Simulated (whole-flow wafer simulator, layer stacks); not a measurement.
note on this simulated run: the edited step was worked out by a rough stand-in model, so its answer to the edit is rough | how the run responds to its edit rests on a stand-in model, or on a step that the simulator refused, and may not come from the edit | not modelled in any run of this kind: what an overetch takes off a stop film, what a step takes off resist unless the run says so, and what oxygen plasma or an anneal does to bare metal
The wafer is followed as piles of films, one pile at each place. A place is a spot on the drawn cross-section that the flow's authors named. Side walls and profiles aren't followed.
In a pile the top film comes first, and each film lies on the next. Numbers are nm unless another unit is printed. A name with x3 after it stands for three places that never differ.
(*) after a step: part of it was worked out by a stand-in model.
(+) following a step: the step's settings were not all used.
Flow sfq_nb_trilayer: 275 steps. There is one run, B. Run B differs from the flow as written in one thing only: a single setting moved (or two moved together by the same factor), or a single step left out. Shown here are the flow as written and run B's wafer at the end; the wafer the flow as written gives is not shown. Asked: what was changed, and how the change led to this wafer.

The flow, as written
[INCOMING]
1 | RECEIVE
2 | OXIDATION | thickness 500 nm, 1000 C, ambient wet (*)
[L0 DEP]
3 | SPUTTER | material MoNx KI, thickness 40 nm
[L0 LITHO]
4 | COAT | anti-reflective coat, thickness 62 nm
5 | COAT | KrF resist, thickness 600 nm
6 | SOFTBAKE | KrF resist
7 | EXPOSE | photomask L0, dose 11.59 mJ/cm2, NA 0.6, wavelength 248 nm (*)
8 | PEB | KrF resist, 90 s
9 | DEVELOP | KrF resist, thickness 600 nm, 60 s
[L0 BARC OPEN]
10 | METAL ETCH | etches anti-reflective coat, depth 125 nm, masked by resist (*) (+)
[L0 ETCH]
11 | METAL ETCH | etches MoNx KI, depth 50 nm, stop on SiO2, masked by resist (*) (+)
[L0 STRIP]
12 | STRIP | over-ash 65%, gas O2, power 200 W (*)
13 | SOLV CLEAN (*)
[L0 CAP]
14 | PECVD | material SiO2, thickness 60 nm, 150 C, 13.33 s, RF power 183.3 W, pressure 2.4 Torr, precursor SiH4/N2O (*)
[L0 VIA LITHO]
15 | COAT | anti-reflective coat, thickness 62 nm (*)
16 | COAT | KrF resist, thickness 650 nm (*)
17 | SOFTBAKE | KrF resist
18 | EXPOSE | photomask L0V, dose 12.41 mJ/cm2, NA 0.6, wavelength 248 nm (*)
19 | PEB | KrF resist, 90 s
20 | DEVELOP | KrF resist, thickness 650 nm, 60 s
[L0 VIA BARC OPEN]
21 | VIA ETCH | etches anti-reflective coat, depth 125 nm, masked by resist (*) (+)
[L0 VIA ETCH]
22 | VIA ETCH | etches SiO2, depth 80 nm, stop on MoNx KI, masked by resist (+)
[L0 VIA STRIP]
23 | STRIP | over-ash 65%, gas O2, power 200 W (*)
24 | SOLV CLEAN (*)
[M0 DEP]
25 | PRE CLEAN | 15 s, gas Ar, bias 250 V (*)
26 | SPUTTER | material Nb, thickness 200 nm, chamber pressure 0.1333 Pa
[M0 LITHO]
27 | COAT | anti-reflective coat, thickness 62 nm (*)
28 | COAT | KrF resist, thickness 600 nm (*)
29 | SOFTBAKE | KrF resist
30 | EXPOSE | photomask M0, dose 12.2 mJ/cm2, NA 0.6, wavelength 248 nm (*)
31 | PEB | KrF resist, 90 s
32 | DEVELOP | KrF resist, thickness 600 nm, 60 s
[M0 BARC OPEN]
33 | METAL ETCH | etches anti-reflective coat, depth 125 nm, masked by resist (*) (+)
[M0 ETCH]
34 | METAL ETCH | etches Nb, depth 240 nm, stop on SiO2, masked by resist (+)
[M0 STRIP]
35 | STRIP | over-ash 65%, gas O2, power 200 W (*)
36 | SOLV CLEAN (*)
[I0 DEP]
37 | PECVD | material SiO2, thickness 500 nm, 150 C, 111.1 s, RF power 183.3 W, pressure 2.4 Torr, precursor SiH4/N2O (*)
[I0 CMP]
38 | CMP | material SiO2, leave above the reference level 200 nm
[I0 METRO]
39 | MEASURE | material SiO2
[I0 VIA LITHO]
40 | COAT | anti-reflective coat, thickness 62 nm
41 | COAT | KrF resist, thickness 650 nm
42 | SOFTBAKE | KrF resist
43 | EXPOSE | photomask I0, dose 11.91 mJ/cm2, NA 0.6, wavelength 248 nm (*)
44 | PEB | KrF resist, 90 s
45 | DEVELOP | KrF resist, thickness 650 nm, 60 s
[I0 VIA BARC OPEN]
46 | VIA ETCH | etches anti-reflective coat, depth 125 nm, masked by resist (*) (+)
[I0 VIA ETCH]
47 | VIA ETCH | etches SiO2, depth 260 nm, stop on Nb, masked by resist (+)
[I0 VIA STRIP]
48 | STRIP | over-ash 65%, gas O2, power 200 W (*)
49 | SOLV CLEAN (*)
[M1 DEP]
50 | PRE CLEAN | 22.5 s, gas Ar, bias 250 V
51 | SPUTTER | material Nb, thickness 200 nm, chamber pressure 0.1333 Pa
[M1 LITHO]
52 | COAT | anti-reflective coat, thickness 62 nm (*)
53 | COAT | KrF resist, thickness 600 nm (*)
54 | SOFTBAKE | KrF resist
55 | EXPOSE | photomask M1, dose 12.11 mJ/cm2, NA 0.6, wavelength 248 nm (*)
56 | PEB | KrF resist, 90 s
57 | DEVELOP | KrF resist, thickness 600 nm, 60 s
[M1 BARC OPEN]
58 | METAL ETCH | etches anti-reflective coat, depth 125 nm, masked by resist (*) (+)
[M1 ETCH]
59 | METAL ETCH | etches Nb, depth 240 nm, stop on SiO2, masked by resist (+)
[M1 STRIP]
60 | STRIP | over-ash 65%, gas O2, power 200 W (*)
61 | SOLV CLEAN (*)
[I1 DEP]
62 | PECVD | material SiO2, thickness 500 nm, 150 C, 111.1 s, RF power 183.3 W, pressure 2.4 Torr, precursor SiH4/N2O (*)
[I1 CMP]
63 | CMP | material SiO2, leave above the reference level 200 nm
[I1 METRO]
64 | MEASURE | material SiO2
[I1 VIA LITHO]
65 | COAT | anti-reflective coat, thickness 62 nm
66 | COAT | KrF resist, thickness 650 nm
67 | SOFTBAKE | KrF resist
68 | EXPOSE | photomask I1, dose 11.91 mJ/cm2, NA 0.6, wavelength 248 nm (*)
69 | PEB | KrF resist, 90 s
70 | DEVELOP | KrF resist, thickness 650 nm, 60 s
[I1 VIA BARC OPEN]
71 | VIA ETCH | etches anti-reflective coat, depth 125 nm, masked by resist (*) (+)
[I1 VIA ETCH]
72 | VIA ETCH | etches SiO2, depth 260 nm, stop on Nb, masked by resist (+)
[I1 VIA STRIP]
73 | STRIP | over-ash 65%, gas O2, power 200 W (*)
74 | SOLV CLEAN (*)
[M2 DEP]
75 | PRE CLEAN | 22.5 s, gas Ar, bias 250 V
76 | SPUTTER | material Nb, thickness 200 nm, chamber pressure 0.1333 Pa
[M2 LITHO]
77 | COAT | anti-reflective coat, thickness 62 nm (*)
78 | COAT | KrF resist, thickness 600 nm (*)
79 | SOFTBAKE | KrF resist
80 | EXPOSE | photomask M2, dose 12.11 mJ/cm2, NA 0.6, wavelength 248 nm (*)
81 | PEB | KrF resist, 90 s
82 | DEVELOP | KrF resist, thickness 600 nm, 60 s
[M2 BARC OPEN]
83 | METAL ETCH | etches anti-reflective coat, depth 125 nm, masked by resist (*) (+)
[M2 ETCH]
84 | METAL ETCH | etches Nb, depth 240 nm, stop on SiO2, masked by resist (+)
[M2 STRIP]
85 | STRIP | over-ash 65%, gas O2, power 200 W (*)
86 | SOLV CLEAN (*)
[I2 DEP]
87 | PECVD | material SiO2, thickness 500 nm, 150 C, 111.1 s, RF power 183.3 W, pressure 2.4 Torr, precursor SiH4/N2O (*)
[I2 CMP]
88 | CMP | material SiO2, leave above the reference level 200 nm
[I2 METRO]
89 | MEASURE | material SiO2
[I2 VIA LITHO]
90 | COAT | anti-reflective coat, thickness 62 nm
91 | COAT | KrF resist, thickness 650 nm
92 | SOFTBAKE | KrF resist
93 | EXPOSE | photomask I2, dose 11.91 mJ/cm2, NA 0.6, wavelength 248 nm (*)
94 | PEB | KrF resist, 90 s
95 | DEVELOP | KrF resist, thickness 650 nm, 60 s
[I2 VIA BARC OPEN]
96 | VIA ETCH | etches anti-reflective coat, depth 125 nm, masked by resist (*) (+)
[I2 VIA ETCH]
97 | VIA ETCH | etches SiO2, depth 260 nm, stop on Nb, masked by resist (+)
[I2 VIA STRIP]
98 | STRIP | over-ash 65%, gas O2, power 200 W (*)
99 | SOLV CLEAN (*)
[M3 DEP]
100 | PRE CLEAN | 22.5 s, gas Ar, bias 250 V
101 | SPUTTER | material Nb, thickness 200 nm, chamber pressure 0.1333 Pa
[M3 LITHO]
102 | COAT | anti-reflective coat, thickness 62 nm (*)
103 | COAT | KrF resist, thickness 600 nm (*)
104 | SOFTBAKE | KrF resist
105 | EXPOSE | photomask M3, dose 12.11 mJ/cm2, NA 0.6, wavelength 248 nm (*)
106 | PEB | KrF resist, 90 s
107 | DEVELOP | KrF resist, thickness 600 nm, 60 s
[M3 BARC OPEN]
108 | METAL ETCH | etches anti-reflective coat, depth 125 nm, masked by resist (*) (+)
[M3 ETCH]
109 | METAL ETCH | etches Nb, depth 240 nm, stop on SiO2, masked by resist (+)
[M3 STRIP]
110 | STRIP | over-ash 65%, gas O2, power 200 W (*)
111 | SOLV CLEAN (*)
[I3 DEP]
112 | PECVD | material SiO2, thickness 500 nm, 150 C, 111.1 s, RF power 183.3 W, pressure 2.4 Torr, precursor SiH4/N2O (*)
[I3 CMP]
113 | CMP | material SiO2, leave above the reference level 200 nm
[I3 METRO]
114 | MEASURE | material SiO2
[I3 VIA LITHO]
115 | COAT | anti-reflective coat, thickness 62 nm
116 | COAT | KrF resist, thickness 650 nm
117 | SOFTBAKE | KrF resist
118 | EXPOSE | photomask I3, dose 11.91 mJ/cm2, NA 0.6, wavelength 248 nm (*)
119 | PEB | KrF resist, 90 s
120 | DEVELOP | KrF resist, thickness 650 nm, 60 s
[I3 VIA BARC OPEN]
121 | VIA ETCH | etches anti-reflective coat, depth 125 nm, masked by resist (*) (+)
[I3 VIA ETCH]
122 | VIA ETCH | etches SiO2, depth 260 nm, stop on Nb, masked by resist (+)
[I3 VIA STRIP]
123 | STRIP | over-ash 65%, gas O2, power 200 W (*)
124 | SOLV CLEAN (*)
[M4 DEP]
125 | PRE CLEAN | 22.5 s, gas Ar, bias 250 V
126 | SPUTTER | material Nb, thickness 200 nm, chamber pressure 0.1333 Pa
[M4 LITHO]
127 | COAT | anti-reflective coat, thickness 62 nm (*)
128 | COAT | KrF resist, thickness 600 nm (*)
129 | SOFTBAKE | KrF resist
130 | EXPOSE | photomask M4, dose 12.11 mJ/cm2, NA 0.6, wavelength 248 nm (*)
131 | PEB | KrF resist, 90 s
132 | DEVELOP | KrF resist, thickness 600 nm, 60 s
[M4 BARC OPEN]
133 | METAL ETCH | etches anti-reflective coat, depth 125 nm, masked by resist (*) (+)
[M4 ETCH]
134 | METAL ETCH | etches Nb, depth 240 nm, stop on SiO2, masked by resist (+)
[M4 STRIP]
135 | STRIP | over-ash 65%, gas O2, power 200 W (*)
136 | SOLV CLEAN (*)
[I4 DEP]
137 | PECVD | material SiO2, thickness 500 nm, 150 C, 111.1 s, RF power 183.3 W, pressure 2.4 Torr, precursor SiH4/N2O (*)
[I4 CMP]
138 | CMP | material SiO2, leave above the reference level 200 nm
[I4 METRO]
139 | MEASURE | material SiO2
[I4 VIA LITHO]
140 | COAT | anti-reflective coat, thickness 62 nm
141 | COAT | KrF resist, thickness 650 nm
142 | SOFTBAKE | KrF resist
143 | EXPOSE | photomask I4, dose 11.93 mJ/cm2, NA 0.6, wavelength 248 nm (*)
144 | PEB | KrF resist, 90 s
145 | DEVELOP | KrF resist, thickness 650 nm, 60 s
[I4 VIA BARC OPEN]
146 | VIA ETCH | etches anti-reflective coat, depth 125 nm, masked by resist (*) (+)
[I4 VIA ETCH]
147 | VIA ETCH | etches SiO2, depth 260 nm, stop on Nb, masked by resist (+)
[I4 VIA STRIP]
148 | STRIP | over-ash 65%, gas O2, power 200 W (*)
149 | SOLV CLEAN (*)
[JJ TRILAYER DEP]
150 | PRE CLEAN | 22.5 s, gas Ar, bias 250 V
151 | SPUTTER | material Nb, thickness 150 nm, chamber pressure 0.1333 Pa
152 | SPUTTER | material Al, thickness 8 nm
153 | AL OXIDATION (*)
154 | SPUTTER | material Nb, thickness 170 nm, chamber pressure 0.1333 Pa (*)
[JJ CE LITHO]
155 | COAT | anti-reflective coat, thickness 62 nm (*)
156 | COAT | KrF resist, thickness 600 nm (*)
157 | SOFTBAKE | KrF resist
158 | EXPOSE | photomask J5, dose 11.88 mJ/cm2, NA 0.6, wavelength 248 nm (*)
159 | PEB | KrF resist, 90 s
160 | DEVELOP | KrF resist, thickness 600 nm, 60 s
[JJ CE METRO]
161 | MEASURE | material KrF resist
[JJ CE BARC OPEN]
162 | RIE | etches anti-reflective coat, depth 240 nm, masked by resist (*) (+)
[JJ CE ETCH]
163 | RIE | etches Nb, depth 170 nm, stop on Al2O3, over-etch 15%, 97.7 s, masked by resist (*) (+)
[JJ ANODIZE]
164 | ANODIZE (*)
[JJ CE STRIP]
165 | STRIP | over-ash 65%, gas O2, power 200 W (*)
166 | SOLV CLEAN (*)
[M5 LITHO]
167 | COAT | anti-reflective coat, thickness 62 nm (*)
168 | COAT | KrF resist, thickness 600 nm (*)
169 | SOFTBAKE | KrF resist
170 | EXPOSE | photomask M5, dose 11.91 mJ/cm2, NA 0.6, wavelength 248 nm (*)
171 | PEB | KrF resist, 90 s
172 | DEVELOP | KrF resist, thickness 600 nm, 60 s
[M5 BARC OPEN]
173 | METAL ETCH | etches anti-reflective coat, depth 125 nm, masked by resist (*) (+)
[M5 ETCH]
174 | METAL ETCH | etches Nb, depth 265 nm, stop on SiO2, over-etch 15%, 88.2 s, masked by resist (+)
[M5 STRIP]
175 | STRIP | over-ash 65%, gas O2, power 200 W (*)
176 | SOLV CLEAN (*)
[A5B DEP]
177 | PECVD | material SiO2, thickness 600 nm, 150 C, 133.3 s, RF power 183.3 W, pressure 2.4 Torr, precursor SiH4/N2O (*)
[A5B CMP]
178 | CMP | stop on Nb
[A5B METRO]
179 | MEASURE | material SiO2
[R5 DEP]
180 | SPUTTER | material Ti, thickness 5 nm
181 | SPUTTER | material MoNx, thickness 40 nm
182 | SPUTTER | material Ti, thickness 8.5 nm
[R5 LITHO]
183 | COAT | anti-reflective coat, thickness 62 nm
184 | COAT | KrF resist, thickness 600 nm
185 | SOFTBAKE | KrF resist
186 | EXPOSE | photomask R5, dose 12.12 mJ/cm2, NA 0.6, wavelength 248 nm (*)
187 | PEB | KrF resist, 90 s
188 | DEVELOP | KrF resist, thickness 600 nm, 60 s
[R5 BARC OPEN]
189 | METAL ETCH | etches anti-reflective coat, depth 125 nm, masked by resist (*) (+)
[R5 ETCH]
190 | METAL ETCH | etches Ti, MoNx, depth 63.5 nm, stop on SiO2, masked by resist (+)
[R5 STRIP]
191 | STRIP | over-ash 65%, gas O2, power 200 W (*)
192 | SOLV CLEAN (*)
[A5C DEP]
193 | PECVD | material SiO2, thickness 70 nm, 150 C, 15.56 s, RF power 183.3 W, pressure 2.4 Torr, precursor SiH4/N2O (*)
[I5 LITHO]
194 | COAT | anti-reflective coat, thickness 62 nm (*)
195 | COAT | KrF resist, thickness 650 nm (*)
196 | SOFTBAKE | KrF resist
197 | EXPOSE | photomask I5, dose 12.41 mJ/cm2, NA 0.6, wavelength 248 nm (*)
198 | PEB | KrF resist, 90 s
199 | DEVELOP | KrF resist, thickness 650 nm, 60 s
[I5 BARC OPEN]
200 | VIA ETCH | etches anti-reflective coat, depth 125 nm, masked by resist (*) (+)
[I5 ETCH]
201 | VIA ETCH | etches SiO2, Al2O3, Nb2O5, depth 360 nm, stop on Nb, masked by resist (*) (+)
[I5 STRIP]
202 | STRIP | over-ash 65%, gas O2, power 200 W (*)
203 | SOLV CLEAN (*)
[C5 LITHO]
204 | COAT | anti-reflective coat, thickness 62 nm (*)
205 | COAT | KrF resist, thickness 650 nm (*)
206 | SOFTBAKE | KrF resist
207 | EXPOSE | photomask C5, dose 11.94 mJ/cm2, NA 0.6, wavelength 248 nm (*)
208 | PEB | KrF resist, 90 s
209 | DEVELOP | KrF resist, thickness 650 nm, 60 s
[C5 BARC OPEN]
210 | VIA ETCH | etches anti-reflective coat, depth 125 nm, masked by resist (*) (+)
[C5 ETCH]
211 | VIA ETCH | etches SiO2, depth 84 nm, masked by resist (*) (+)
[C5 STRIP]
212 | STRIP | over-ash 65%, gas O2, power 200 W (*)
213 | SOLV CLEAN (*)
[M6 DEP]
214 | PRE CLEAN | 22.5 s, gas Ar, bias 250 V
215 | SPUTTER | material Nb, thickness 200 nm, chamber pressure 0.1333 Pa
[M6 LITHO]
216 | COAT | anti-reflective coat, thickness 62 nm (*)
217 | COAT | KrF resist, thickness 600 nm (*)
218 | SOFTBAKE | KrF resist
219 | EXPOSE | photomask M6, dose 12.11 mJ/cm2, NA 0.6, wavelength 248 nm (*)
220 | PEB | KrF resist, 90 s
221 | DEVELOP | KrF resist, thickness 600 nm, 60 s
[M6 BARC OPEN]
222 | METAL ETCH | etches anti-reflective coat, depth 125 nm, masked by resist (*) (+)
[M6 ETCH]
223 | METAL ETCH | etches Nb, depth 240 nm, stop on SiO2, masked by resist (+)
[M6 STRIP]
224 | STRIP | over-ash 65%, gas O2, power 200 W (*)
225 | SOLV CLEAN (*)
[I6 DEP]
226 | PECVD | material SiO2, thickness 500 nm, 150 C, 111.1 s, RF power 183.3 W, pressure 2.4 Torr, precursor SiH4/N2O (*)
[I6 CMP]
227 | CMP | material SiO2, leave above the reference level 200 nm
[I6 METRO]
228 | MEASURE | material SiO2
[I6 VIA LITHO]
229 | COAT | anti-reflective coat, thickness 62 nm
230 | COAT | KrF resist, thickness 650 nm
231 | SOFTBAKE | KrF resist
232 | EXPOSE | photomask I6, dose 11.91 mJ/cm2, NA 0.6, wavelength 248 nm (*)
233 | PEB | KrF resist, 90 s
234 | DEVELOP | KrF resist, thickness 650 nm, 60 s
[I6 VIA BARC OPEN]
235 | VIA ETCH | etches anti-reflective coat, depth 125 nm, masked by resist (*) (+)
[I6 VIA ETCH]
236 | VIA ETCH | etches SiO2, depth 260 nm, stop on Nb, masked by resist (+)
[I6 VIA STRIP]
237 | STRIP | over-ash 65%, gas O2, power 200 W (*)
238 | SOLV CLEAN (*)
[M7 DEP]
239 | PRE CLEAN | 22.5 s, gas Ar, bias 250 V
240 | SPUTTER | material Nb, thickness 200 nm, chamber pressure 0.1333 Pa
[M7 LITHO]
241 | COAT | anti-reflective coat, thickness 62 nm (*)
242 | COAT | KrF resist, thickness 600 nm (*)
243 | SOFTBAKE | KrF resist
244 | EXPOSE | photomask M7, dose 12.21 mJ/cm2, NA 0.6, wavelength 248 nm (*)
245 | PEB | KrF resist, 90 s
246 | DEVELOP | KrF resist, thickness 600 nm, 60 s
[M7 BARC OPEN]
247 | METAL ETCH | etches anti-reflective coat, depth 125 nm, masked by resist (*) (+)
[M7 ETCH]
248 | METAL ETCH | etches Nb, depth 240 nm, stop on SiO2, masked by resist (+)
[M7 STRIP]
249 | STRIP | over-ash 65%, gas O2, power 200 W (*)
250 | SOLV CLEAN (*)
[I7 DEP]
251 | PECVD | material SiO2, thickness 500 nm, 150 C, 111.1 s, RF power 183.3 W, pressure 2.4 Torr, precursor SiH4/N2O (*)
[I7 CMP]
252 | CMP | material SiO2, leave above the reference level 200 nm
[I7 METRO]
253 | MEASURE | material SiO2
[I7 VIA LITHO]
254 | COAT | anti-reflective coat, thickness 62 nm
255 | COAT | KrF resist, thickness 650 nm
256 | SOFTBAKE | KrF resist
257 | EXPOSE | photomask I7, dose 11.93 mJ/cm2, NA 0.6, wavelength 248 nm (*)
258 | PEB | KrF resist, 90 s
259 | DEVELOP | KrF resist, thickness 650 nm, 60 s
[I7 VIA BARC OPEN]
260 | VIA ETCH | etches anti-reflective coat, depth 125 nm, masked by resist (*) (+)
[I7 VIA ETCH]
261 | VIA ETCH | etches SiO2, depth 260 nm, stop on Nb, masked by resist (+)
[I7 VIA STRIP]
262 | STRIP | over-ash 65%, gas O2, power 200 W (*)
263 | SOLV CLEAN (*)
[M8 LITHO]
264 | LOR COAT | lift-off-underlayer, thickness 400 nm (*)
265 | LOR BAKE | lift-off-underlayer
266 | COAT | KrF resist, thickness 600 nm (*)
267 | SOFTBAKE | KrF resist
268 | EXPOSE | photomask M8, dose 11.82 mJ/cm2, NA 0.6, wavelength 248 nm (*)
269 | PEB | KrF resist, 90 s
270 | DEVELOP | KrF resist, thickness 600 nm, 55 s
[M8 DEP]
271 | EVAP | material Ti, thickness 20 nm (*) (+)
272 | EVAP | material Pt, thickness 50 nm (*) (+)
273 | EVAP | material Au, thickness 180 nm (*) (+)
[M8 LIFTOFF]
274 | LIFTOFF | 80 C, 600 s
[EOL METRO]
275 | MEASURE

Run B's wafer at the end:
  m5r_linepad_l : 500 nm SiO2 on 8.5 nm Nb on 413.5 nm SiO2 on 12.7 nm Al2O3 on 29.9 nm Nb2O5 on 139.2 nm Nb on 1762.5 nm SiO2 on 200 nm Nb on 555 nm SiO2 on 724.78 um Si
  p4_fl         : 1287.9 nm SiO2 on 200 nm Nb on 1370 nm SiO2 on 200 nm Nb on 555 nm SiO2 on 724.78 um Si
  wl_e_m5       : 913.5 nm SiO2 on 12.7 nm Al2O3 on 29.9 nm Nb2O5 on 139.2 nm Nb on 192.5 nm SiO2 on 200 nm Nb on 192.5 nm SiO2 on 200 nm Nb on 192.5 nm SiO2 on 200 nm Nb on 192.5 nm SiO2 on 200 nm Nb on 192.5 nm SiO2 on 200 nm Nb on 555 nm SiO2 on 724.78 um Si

The reason: step 226, PECVD: thickness 212 nm was run, while the flow as written has thickness 500 nm; step 226, PECVD: 47.22 s was run, where the flow has 111.1 s.

The path from the change to this, step by step:
  226 | PECVD | material SiO2, thickness 500 nm, 150 C, 111.1 s, RF power 183.3 W, pressure 2.4 Torr, precursor SiH4/N2O (*)
      field_l, p4_fl, p4_fm and 62 more: +212 SiO2 (as written it would have been: +500 SiO2)
      v_sur, via_wl, via_w and 21 more: +212 SiO2 (new film) (as written it would have been: +500 SiO2 (new film))
      (and at 17 other places as well)
  227 | CMP | material SiO2, leave above the reference level 200 nm
      field_l, p4_fl, p4_fm and 59 more: nothing (as written it would have been: -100 SiO2)
      moat, field_r, lsp_l, ln_m5, lsp_m: nothing (as written it would have been: -93.6 SiO2)
      (and at 39 other places as well)
  229 | COAT | anti-reflective coat, thickness 62 nm
      lsp_l, p4_fl, wl_e_m5: +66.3 anti-reflective coat (new film) (as written it would have been: +62 anti-reflective coat (new film))
      p3_l3, p3_l5, p3_l6: +64.1 anti-reflective coat (new film) (as written it would have been: +62 anti-reflective coat (new film))
      (and at 87 other places as well)
  230 | COAT | KrF resist, thickness 650 nm
      m0r_line_l, m7r_line_l: +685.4 KrF resist (new film) (as written it would have been: +650 KrF resist (new film))
      m0r_space_l, m7r_space_l: +675.6 KrF resist (new film) (as written it would have been: +650 KrF resist (new film))
      (and at 82 other places as well)
  234 | DEVELOP | KrF resist, thickness 650 nm, 60 s
      via_v: -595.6 KrF resist (all of it) (as written it would have been: -648.6 KrF resist (all of it))
  235 | VIA ETCH | etches anti-reflective coat, depth 125 nm, masked by resist (*) (+)
      field_l, v_sur, via_wl and 102 more: -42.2 KrF resist (as written it would have been: -51.7 KrF resist)
      via_v: -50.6 anti-reflective coat (all of it), -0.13 SiO2 (as written it would have been: -62 anti-reflective coat (all of it), -0.16 SiO2)
  237 | STRIP | over-ash 65%, gas O2, power 200 W (*)
      p3_l3, p3_l5: -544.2 KrF resist (all of it), -64.1 anti-reflective coat (all of it) (as written it would have been: -528.6 KrF resist (all of it), -62 anti-reflective coat (all of it))
      p3_s3, p3_s4: -544 KrF resist (all of it), -64 anti-reflective coat (all of it) (as written it would have been: -528.6 KrF resist (all of it), -62 anti-reflective coat (all of it))
      (and at 100 other places as well)
  240 | SPUTTER | material Nb, thickness 200 nm, chamber pressure 0.1333 Pa
      lsp_r, l0_sur, l0v: +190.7 Nb (new film) (as written it would have been: +200 Nb (new film))
      be: +129.1 Nb (new film) (as written it would have been: +200 Nb (new film))
      (and at 4 other places as well)
  241 | COAT | anti-reflective coat, thickness 62 nm (*)
      p3_l3, p3_s4, p3_l5, p3_l6: +64.1 anti-reflective coat (new film) (as written it would have been: +62 anti-reflective coat (new film))
      p3_l2, p3_s2, wl_d_sl: +64.2 anti-reflective coat (new film) (as written it would have been: +62 anti-reflective coat (new film))
      (and at 87 other places as well)
  242 | COAT | KrF resist, thickness 600 nm (*)
      p4_fl, wl_d_m1: +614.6 KrF resist (new film) (as written it would have been: +600 KrF resist (new film))
      m0r_line_l, m7r_line_l: +634.6 KrF resist (new film) (as written it would have been: +600 KrF resist (new film))
      (and at 83 other places as well)
  246 | DEVELOP | KrF resist, thickness 600 nm, 60 s
      p4_fl, wl_d_m1: -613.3 KrF resist (all of it) (as written it would have been: -598.7 KrF resist (all of it))
      m0r_space_l, m7r_space_l: -624 KrF resist (all of it) (as written it would have been: -598.7 KrF resist (all of it))
      (and at 42 other places as well)
  247 | METAL ETCH | etches anti-reflective coat, depth 125 nm, masked by resist (*) (+)
      m5r_linepad_l, m5r_linepad_r, r5r_spacepad_l, r5r_spacepad_r, m8r_pad_l, m8r_pad_r: -125 anti-reflective coat (as written it would have been: -62 anti-reflective coat (all of it))
      v_sur, via_wl, via_w and 38 more: -69.4 KrF resist (as written it would have been: -51.7 KrF resist)
      (and at 49 other places as well)
  248 | METAL ETCH | etches Nb, depth 240 nm, stop on SiO2, masked by resist (+)
      m5r_linepad_l, m5r_linepad_r: -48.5 anti-reflective coat (all of it), -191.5 Nb (as written it would have been: -200 Nb (all of it))
      r5r_spacepad_l, r5r_spacepad_r: -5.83 anti-reflective coat (all of it), -200 Nb (all of it) (as written it would have been: -200 Nb (all of it))
      (and at 4 other places as well)
  249 | STRIP | over-ash 65%, gas O2, power 200 W (*)
      v_sur: -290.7 KrF resist (all of it), -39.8 anti-reflective coat (all of it) (as written it would have been: -379.9 KrF resist (all of it), -61.4 anti-reflective coat (all of it))
      via_wl: -294.9 KrF resist (all of it), -48.5 anti-reflective coat (all of it) (as written it would have been: -379.3 KrF resist (all of it), -61.3 anti-reflective coat (all of it))
      (and at 39 other places as well)
  251 | PECVD | material SiO2, thickness 500 nm, 150 C, 111.1 s, RF power 183.3 W, pressure 2.4 Torr, precursor SiH4/N2O (*)
      m5r_linepad_l, m5r_linepad_r: +500 SiO2 (new film) (as written it would have been: +500 SiO2)
      wl_c_sl, m6r_space_l, m6r_space_r: +545.1 SiO2 (as written it would have been: +500 SiO2)
      (and at 4 other places as well)
  252 | CMP | material SiO2, leave above the reference level 200 nm
      field_l, p4_fl, p4_fm and 53 more: nothing (as written it would have been: -100 SiO2)
      field_r, lsp_l: nothing (as written it would have been: -77.7 SiO2)
      (and at 24 other places as well)
  ... 8 further steps ...
  274 | LIFTOFF | 80 C, 600 s
      m5r_space_l, m5r_space_r: -180 Au (all of it), -50 Pt (all of it), -20 Ti (all of it), -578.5 KrF resist (all of it), -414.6 lift-off-underlayer (all of it) (as written it would have been: -180 Au (all of it), -50 Pt (all of it), -20 Ti (all of it), -576.2 KrF resist (all of it), -400 lift-off-underlayer (all of it))
      m5r_linepad_l, m5r_linepad_r: -180 Au (all of it), -50 Pt (all of it), -20 Ti (all of it), -567.5 KrF resist (all of it), -419.6 lift-off-underlayer (all of it) (as written it would have been: -180 Au (all of it), -50 Pt (all of it), -20 Ti (all of it), -576.2 KrF resist (all of it), -400 lift-off-underlayer (all of it))
      (and at 54 other places as well)
With metal films that touch counted as one body, m5r_linepad_l has 3 bodies (between them, from the top down: SiO2 413.5 / Al2O3 12.7 / Nb2O5 29.9; SiO2 1762.5); the flow as written gives 2 bodies (between them, from the top down: SiO2 1762.5).
